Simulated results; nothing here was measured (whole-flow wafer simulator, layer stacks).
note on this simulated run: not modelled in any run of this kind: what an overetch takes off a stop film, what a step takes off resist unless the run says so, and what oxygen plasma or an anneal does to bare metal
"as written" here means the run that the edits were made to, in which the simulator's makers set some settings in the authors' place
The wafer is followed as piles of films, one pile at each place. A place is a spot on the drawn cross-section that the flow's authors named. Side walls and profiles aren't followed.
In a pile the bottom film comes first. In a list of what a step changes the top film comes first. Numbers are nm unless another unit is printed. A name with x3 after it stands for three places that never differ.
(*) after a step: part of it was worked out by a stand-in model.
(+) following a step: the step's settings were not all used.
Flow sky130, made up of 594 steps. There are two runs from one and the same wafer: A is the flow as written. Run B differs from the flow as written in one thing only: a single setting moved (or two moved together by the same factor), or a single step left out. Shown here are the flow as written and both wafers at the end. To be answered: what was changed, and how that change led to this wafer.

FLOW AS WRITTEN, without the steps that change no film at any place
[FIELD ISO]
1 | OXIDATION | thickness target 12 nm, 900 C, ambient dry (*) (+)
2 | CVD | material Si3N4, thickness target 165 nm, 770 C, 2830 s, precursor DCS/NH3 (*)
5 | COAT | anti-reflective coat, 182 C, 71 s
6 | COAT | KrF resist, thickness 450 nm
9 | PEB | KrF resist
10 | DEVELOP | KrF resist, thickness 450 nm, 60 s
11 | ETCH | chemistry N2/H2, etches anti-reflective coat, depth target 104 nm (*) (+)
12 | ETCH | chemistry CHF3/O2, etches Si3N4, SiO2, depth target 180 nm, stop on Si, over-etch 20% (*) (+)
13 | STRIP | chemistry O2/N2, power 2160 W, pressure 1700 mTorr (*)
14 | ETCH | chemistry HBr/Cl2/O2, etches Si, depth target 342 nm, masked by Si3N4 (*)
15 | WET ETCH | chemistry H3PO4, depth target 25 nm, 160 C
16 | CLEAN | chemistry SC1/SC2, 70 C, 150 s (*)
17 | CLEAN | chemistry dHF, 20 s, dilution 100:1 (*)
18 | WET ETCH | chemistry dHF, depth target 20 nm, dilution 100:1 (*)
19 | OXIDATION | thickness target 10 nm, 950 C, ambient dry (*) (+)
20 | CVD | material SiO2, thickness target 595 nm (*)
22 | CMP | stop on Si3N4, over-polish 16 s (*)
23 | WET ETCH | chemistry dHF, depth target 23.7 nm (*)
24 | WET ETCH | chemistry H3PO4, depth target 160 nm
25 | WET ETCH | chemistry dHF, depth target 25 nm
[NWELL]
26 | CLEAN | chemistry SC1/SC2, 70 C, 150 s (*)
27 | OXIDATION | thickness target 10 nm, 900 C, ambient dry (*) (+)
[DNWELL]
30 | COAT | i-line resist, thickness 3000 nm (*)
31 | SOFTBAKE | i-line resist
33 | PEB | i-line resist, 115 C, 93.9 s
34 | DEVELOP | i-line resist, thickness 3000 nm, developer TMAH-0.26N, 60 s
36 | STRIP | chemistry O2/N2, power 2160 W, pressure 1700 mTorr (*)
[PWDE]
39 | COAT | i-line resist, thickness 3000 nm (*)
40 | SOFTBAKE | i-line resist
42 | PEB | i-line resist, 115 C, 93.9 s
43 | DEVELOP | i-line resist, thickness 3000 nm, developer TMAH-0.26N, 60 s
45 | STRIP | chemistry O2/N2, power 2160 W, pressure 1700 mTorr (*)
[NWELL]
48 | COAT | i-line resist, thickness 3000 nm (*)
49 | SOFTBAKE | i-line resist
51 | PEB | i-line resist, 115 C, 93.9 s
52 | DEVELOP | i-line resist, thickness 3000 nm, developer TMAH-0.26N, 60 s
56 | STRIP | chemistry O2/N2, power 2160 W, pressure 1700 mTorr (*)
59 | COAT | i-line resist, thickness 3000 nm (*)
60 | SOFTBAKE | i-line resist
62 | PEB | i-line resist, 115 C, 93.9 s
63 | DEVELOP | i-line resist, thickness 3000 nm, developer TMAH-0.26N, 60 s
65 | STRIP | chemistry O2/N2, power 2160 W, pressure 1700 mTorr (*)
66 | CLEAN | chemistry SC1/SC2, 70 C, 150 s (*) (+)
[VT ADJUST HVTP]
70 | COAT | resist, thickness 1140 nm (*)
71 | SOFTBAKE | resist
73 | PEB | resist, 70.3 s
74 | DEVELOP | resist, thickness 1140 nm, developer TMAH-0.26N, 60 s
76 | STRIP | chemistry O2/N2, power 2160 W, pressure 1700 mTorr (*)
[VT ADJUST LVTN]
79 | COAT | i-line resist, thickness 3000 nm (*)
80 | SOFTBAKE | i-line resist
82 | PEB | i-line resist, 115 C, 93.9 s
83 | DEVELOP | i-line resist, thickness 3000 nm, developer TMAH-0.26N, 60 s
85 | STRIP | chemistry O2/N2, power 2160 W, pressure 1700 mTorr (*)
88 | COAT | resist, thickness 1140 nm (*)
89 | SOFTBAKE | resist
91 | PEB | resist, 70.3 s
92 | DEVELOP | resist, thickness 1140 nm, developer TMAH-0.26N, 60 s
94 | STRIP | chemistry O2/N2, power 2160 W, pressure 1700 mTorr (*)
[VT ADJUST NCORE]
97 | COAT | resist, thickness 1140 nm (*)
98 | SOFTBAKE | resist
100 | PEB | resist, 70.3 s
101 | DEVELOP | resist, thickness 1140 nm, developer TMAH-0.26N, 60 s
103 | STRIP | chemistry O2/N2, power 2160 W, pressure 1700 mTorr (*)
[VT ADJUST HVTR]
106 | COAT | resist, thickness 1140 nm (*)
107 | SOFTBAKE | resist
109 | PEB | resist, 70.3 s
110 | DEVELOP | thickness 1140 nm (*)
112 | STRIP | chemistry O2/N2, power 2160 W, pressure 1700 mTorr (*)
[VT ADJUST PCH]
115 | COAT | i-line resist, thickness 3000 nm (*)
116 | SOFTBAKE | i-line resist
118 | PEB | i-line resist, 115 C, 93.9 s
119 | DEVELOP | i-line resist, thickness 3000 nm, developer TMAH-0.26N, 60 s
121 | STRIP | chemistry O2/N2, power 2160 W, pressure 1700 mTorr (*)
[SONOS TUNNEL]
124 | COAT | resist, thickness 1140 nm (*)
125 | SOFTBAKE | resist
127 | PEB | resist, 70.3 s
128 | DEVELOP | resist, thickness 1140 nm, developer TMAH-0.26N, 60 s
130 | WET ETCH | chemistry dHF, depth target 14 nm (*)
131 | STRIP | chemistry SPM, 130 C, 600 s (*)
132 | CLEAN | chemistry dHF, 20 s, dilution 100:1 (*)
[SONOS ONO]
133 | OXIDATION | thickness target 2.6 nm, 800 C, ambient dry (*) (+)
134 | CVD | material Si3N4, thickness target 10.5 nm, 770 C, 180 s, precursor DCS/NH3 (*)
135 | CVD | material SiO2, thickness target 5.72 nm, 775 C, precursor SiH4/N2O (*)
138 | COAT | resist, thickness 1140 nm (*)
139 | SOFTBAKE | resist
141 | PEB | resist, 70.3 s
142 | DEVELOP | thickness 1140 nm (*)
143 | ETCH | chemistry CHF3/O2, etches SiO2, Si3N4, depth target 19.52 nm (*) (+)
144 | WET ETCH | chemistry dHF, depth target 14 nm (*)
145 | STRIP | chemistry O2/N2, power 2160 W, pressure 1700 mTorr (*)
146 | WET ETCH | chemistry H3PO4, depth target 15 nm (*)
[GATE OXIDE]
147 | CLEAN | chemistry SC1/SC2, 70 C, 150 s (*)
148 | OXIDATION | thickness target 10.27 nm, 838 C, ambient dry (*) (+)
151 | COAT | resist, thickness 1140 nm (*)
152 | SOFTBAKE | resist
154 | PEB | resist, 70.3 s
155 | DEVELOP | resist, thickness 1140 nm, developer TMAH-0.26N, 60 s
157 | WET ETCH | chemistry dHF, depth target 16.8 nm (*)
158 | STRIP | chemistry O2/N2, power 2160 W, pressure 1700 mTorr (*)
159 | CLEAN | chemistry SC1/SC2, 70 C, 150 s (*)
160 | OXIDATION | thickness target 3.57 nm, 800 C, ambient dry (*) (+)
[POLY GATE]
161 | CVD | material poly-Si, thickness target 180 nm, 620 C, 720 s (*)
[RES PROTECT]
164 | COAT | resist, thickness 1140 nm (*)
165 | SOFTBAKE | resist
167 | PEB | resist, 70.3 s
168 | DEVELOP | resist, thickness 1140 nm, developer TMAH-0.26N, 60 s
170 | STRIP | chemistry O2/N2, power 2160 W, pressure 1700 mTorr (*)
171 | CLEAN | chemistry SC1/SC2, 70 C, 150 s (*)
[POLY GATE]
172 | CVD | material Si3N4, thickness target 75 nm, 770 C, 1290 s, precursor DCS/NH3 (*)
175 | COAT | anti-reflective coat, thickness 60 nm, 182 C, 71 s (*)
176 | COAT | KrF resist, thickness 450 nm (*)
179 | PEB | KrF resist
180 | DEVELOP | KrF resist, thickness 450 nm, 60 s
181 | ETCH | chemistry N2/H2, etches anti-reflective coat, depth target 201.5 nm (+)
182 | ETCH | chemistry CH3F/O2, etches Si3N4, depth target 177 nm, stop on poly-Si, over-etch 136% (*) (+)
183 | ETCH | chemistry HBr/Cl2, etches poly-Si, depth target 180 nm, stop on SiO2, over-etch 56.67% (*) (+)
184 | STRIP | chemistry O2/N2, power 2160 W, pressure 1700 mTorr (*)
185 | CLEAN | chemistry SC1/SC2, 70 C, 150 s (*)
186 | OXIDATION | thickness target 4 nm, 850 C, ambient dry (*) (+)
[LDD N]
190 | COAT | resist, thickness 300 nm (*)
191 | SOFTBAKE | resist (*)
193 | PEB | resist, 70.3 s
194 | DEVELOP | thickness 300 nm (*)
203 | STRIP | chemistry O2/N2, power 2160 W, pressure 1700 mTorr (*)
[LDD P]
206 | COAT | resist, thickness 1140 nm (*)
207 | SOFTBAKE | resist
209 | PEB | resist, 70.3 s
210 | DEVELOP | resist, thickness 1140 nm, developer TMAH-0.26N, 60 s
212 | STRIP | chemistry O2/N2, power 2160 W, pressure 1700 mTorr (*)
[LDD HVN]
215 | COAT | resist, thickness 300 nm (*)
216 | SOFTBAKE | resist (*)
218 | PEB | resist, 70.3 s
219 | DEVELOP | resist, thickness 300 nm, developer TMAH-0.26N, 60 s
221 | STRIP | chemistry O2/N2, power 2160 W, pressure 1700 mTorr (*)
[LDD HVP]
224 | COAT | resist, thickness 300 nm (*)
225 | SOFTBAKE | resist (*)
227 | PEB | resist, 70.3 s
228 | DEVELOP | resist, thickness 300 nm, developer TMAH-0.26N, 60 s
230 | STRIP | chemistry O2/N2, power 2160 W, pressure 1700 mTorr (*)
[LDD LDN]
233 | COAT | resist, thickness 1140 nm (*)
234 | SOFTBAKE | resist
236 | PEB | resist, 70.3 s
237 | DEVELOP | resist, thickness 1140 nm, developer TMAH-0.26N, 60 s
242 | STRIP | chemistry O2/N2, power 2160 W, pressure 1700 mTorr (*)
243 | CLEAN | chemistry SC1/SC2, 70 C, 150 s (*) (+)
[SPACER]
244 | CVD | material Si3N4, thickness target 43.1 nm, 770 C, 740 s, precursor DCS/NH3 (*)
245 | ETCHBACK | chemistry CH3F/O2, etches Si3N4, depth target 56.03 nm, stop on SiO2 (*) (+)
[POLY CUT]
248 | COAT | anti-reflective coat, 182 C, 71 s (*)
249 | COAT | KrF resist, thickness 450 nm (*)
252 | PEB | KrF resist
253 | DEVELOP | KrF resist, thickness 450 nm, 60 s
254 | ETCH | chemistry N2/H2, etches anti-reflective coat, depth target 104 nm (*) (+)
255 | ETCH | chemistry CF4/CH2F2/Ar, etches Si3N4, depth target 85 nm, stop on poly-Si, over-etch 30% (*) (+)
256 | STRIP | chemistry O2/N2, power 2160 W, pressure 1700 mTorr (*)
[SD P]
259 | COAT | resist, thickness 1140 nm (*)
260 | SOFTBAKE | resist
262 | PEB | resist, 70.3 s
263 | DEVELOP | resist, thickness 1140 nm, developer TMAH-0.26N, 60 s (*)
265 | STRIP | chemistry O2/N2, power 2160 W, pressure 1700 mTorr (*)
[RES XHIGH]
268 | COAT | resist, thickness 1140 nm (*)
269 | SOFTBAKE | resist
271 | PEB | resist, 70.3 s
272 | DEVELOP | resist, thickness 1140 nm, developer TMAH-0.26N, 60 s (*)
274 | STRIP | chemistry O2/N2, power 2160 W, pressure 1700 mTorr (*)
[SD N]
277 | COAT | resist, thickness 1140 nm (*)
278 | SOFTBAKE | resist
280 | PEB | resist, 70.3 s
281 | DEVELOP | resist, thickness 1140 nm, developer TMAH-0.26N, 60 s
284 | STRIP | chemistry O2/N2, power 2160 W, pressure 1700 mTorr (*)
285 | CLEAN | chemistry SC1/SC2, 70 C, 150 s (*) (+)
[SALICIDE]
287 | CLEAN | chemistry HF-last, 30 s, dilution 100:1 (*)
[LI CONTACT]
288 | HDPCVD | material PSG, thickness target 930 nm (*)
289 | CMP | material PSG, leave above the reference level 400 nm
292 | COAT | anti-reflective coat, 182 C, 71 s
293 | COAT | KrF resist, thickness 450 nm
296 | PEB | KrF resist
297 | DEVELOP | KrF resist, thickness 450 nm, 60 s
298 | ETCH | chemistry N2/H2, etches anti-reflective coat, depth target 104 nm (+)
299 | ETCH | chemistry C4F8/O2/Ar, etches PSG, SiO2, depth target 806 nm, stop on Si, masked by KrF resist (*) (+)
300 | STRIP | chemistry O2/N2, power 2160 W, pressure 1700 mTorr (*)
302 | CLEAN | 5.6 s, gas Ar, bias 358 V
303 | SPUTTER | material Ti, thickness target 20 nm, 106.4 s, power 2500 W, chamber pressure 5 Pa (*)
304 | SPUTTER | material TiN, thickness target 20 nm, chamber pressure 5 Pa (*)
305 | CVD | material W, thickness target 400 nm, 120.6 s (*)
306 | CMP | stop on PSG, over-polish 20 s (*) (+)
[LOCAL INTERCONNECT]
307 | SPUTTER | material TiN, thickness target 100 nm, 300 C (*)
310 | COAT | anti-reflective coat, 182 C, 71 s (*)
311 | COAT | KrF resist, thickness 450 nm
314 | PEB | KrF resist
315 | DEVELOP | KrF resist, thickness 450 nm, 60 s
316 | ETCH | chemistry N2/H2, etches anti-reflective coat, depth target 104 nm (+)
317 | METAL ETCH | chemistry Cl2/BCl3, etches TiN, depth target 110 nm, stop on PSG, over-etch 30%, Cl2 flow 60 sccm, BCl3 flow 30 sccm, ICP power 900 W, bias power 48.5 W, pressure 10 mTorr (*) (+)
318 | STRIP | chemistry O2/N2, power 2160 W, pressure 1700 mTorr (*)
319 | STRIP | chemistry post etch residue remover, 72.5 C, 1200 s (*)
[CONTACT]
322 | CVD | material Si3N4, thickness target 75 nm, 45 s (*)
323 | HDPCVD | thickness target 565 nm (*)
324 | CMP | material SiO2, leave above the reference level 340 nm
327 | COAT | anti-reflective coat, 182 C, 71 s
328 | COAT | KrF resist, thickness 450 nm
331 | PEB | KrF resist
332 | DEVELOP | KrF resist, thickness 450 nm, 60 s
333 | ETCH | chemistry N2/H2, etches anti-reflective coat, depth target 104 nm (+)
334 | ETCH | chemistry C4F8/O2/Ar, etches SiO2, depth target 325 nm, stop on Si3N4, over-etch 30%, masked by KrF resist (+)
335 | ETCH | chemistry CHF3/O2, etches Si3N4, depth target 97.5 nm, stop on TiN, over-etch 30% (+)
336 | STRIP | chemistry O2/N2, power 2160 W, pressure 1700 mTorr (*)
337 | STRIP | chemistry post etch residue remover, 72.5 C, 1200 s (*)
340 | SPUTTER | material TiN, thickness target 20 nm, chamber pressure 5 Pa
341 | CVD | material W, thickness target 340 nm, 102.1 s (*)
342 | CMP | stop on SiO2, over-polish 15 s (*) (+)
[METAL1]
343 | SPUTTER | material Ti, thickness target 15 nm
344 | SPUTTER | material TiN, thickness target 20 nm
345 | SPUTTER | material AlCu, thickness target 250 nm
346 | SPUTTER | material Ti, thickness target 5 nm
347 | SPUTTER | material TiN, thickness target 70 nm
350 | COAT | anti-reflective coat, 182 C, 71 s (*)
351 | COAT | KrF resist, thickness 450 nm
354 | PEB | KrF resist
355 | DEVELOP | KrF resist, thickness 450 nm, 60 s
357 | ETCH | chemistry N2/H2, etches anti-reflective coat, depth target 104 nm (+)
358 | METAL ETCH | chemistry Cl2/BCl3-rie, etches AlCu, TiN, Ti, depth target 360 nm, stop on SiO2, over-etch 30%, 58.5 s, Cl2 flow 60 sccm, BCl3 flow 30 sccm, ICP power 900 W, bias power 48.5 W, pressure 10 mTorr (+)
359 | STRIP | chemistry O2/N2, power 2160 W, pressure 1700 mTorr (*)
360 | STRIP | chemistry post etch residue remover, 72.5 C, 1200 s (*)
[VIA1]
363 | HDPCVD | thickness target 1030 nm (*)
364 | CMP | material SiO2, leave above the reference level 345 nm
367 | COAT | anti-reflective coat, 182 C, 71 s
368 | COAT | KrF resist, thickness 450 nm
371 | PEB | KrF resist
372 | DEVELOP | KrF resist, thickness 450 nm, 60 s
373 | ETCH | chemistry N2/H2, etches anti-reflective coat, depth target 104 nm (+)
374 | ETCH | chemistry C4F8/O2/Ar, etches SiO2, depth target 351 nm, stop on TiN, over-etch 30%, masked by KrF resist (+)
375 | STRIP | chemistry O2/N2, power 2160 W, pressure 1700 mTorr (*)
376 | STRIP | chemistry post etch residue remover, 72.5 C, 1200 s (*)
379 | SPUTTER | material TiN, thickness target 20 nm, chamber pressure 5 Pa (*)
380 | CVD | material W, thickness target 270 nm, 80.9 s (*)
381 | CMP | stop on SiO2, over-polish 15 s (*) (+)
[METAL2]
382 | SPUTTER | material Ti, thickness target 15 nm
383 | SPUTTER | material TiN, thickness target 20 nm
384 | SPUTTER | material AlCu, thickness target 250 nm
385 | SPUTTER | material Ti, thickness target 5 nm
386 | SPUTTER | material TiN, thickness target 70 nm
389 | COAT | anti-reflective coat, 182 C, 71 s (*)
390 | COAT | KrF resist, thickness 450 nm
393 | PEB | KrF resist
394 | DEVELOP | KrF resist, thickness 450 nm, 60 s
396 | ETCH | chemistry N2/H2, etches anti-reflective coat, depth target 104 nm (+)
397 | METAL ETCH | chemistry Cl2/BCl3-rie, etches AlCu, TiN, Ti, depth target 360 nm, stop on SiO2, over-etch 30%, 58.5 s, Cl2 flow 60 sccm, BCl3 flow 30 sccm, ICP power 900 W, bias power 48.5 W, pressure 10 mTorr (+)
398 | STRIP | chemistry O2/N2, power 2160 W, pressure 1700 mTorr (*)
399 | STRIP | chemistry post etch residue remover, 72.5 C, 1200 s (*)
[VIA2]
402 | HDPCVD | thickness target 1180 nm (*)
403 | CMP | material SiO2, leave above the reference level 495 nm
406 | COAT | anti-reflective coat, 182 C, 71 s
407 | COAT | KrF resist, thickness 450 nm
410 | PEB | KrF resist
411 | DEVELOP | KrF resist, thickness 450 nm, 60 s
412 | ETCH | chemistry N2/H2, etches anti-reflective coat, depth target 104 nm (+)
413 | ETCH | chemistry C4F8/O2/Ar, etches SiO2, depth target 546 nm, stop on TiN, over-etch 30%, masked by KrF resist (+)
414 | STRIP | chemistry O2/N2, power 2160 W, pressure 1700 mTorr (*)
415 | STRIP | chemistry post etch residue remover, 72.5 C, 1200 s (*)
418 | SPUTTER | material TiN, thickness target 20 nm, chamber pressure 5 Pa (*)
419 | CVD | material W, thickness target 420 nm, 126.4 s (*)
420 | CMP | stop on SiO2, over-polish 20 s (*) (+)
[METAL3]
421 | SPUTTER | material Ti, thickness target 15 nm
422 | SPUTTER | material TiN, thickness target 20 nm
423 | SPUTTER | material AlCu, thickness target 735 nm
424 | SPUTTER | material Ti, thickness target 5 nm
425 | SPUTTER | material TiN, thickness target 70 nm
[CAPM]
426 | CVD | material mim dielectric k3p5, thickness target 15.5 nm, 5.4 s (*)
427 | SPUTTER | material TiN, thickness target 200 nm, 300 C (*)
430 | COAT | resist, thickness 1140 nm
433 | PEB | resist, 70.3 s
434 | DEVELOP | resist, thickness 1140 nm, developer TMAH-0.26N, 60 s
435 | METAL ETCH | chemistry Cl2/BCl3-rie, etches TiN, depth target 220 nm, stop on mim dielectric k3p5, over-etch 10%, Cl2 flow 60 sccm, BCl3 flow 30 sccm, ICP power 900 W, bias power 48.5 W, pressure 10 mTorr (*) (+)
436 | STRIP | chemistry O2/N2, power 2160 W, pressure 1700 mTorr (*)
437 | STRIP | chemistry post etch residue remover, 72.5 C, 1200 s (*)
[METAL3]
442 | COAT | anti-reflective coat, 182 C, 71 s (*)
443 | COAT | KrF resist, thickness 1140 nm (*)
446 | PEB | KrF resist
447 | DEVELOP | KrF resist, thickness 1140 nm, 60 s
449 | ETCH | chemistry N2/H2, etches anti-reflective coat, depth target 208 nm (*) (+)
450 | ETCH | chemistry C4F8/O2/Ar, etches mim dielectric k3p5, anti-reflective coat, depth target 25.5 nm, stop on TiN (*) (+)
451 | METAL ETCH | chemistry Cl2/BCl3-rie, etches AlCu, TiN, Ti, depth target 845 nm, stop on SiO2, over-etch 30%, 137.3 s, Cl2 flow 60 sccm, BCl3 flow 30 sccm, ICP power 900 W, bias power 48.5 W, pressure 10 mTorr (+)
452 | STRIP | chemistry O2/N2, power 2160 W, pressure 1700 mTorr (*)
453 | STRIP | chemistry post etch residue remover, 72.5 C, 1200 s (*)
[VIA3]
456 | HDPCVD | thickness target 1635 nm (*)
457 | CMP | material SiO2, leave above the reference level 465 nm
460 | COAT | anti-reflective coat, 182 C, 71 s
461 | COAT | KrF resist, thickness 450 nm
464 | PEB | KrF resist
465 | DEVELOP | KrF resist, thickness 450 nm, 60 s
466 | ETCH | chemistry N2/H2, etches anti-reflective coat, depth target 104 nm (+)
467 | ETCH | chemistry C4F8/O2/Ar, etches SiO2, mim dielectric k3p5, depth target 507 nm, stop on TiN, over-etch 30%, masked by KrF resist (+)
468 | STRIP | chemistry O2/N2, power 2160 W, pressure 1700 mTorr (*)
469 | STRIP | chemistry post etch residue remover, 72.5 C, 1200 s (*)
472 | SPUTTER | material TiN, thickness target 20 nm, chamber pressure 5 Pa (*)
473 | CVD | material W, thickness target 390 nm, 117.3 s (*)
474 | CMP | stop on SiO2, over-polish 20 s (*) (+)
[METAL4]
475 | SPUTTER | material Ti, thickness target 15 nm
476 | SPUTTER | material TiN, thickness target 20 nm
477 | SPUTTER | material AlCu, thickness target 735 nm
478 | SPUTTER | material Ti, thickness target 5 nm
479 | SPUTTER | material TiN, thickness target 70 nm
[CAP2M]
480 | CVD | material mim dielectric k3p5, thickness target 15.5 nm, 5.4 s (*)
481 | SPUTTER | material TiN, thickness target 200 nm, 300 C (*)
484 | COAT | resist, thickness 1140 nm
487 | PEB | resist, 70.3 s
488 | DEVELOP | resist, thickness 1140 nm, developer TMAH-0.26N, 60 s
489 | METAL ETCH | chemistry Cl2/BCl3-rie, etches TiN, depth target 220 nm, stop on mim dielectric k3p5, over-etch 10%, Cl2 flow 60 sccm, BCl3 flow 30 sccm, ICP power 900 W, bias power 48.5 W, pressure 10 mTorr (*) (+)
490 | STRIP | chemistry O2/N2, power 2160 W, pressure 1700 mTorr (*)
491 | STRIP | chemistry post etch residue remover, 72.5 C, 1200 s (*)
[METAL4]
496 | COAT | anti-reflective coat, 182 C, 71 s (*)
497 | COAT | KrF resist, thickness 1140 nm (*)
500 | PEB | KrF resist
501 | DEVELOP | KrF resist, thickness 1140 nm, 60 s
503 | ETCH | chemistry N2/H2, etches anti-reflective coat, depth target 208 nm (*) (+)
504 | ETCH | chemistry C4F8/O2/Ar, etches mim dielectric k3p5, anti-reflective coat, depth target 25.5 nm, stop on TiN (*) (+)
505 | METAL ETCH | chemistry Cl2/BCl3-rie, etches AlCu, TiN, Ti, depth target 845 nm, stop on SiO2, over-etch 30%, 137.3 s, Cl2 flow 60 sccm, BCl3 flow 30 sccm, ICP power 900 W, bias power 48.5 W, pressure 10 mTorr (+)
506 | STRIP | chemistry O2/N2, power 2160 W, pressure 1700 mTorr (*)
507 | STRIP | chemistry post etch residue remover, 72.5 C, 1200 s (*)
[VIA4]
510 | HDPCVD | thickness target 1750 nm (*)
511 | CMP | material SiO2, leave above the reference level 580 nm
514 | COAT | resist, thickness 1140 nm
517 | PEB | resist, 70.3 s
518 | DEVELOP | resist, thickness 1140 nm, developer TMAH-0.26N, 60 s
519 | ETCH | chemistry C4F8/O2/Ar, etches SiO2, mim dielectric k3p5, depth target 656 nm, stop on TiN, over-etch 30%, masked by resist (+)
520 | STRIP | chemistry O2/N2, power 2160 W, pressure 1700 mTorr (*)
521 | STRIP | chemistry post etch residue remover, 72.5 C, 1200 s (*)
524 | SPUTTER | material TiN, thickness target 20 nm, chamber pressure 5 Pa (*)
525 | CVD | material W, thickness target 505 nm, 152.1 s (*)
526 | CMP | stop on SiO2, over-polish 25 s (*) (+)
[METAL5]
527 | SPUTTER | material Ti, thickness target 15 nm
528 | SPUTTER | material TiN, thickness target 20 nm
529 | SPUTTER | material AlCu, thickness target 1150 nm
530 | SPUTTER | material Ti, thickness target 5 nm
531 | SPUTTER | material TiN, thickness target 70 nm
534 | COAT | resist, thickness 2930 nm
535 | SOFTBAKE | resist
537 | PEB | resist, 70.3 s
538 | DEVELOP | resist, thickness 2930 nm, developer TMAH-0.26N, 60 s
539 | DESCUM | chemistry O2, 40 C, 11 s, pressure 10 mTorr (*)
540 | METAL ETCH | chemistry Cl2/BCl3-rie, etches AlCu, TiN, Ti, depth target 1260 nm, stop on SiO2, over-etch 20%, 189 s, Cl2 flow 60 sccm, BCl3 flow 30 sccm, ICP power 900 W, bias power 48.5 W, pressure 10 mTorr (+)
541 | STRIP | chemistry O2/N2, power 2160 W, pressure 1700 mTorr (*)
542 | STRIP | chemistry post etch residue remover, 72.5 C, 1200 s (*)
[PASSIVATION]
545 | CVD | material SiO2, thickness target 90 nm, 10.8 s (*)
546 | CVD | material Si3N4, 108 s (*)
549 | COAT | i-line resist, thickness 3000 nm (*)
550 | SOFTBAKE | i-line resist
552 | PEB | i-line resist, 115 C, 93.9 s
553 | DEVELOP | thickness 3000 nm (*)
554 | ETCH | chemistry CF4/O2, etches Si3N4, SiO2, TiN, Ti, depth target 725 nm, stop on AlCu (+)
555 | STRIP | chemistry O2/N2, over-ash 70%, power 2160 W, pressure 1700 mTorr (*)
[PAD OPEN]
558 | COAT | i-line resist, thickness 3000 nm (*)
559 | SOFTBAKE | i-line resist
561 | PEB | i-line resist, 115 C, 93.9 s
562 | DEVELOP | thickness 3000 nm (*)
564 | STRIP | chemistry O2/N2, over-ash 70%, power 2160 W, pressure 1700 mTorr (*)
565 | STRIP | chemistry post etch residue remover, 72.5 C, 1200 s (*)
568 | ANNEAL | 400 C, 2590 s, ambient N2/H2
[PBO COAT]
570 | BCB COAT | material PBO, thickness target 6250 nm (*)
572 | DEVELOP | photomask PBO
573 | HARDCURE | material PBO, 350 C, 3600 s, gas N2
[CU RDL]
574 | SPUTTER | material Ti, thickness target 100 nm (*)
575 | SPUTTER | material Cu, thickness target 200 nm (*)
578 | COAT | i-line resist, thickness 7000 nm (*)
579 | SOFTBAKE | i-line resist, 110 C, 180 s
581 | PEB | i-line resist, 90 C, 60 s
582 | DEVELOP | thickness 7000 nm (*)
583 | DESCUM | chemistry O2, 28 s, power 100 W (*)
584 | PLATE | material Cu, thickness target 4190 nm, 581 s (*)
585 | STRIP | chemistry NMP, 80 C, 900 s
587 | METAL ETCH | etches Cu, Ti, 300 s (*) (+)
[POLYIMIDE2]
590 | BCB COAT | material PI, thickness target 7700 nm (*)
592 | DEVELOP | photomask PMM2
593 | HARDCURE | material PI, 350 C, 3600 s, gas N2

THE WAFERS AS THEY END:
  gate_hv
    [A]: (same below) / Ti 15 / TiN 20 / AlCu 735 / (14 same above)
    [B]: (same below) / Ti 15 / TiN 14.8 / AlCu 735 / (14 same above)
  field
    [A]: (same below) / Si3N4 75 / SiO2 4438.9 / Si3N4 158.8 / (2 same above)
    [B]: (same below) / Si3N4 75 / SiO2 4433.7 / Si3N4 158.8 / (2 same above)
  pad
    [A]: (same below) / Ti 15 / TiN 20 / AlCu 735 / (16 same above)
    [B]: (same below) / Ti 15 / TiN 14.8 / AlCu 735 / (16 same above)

Cause: step 422, SPUTTER: thickness target 14.8 nm was run, though the flow has thickness target 20 nm.
The wafer lets one read it off: gate_hv has TiN 14.8, and step 422 as written asks for 20 nm.

How this came from the change, step by step:
  422 | SPUTTER | material TiN, thickness target 20 nm
      field, active, n_well and 188 more: A TiN gains 20 (new film) | B TiN gains 14.8 (new film)
  451 | METAL ETCH | chemistry Cl2/BCl3-rie, etches AlCu, TiN, Ti, depth target 845 nm, stop on SiO2, over-etch 30%, 137.3 s, Cl2 flow 60 sccm, BCl3 flow 30 sccm, ICP power 900 W, bias power 48.5 W, pressure 10 mTorr (+)
      field, gate, spacer and 68 more: A TiN loses 70 (all of it), Ti loses 5 (all of it), AlCu loses 735 (all of it), TiN loses 20 (all of it), Ti loses 15 (all of it), SiO2 loses 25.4 | B TiN loses 70 (all of it), Ti loses 5 (all of it), AlCu loses 735 (all of it), TiN loses 14.8 (all of it), Ti loses 15 (all of it), SiO2 loses 25.9
      active, vpp_ln, vpp_iso2 and 11 more: A TiN loses 70 (all of it), Ti loses 5 (all of it), AlCu loses 735 (all of it), TiN loses 20 (all of it), Ti loses 15 (all of it), SiO2 loses 25.3 | B TiN loses 70 (all of it), Ti loses 5 (all of it), AlCu loses 735 (all of it), TiN loses 14.8 (all of it), Ti loses 15 (all of it), SiO2 loses 25.9
